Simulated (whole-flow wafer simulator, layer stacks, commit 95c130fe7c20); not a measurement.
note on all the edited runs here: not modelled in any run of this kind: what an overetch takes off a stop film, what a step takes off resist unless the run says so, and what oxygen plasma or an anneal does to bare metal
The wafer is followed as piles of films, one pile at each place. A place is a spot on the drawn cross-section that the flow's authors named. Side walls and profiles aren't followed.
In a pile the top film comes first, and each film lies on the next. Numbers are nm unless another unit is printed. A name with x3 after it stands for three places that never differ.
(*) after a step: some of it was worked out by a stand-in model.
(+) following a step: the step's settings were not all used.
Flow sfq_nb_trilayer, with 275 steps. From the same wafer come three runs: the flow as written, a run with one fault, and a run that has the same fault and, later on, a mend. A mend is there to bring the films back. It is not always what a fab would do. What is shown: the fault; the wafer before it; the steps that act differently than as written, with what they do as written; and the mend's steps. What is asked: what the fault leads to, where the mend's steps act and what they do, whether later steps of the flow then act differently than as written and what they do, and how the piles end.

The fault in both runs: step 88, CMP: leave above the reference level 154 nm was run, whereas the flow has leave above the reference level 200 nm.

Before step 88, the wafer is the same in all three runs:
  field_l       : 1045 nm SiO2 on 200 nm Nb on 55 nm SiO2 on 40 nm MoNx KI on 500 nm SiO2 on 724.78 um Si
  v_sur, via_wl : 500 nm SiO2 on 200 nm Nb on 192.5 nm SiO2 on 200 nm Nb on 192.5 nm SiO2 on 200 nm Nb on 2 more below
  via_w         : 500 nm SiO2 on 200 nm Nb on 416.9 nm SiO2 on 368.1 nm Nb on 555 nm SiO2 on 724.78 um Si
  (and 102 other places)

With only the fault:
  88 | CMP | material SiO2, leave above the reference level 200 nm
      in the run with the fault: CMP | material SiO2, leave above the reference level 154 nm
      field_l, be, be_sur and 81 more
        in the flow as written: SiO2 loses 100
        in the run with the fault: SiO2 loses 146
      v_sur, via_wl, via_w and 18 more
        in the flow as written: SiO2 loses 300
        in the run with the fault: SiO2 loses 346
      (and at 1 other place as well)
  Steps later in the flow that act otherwise than as written (not shown: 4 more steps that differ only slightly, by at most 2% or 0.5 nm, whichever is larger):
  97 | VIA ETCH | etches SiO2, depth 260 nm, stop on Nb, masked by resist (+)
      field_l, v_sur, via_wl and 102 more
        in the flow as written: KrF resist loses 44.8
        in the run with the fault: KrF resist loses 39.8
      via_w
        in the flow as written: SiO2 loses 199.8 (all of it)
        in the run with the fault: SiO2 loses 153.8 (all of it)
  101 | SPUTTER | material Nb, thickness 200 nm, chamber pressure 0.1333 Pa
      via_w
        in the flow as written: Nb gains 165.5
        in the run with the fault: Nb gains 175.6
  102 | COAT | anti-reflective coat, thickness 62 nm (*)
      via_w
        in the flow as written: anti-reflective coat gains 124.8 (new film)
        in the run with the fault: anti-reflective coat gains 113.3 (new film)
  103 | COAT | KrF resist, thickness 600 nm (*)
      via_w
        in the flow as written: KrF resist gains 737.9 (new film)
        in the run with the fault: KrF resist gains 700.3 (new film)
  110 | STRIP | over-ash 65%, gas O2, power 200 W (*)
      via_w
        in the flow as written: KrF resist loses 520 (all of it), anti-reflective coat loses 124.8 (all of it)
        in the run with the fault: KrF resist loses 482.4 (all of it), anti-reflective coat loses 113.3 (all of it)
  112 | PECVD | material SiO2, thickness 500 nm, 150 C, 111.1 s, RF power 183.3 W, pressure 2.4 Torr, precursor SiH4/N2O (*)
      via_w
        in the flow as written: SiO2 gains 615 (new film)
        in the run with the fault: SiO2 gains 534.4 (new film)
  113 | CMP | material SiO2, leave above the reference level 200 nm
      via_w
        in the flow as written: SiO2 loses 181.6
        in the run with the fault: SiO2 loses 157.1
  The piles end different from the flow's at v_sur, via_wl, via_w and 78 more by more than 2% or 0.5 nm, whichever is larger.
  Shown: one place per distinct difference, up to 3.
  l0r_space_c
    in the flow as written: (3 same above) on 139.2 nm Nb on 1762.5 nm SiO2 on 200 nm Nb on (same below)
    in the run with the fault: (3 same above) on 139.2 nm Nb on 1716.5 nm SiO2 on 200 nm Nb on (same below)
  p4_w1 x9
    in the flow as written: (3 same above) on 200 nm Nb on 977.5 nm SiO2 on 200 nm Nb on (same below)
    in the run with the fault: (3 same above) on 200 nm Nb on 931.5 nm SiO2 on 200 nm Nb on (same below)
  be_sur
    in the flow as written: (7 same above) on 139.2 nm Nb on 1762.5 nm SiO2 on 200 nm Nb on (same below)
    in the run with the fault: (7 same above) on 139.2 nm Nb on 1716.5 nm SiO2 on 200 nm Nb on (same below)

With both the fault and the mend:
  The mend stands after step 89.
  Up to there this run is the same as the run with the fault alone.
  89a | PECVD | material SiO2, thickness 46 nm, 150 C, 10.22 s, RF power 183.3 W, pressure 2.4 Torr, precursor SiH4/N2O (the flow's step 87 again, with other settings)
      field_l, v_sur, via_wl and 103 more
        SiO2 gains 46
  Every later step of the flow that is run acts as written at every place that is followed.
  By the end, the piles equal the flow's at every place that both follow.
